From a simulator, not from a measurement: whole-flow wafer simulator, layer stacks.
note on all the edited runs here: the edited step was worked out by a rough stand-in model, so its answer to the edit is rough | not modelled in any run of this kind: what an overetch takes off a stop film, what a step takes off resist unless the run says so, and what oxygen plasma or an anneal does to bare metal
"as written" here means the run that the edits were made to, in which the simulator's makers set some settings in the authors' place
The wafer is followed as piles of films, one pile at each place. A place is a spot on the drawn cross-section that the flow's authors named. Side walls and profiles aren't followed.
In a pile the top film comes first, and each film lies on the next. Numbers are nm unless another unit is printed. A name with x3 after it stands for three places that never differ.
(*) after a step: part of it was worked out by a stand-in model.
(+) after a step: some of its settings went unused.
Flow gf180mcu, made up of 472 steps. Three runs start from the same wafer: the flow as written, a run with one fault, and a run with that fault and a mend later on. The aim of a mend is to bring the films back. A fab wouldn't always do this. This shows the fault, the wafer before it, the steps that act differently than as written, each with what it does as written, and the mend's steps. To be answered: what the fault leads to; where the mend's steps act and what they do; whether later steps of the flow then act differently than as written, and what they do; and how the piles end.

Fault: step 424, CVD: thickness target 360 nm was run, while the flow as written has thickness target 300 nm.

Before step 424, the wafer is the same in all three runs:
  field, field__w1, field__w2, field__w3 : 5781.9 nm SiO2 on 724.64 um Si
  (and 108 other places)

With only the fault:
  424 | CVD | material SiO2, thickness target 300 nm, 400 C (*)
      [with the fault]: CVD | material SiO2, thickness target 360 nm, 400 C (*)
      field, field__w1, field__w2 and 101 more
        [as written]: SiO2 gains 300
        [with the fault]: SiO2 gains 360
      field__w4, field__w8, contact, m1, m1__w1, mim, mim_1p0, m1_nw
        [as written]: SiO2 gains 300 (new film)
        [with the fault]: SiO2 gains 360 (new film)
  Steps later in the flow that act otherwise than as written (2 other steps are not shown; they differ only slightly, by no more than 2% or 0.5 nm, whichever is larger):
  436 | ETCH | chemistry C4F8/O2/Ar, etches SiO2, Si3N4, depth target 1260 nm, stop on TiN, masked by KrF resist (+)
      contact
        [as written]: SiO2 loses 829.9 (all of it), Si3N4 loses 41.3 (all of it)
        [with the fault]: SiO2 loses 889.9 (all of it), Si3N4 loses 41.3 (all of it)
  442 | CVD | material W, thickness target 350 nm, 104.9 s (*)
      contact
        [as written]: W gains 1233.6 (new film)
        [with the fault]: W gains 1294 (new film)
  At field__w4, field__w8, contact, m1, m1__w1, mim, mim_1p0, m1_nw, the piles at the end differ from the flow's by more than 2% or 0.5 nm, whichever is larger.
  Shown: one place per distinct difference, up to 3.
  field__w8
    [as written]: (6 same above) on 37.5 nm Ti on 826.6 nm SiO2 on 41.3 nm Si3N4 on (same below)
    [with the fault]: (6 same above) on 37.5 nm Ti on 886.6 nm SiO2 on 41.3 nm Si3N4 on (same below)
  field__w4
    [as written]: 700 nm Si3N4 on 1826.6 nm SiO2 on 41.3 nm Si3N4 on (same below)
    [with the fault]: 700 nm Si3N4 on 1886.6 nm SiO2 on 41.3 nm Si3N4 on (same below)
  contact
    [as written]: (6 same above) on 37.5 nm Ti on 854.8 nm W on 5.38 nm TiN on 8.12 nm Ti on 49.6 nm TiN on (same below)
    [with the fault]: (6 same above) on 37.5 nm Ti on 915.3 nm W on 5.2 nm TiN on 7.85 nm Ti on 49.6 nm TiN on (same below)

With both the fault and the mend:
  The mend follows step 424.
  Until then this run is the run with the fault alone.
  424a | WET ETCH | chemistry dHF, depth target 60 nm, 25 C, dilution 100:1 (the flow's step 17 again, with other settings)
      field, field__w1, field__w2 and 109 more
        SiO2 loses 60
  Later steps of the flow that are run all act as written at every place that is followed.
  By the end, the piles equal the flow's at every place that both follow.
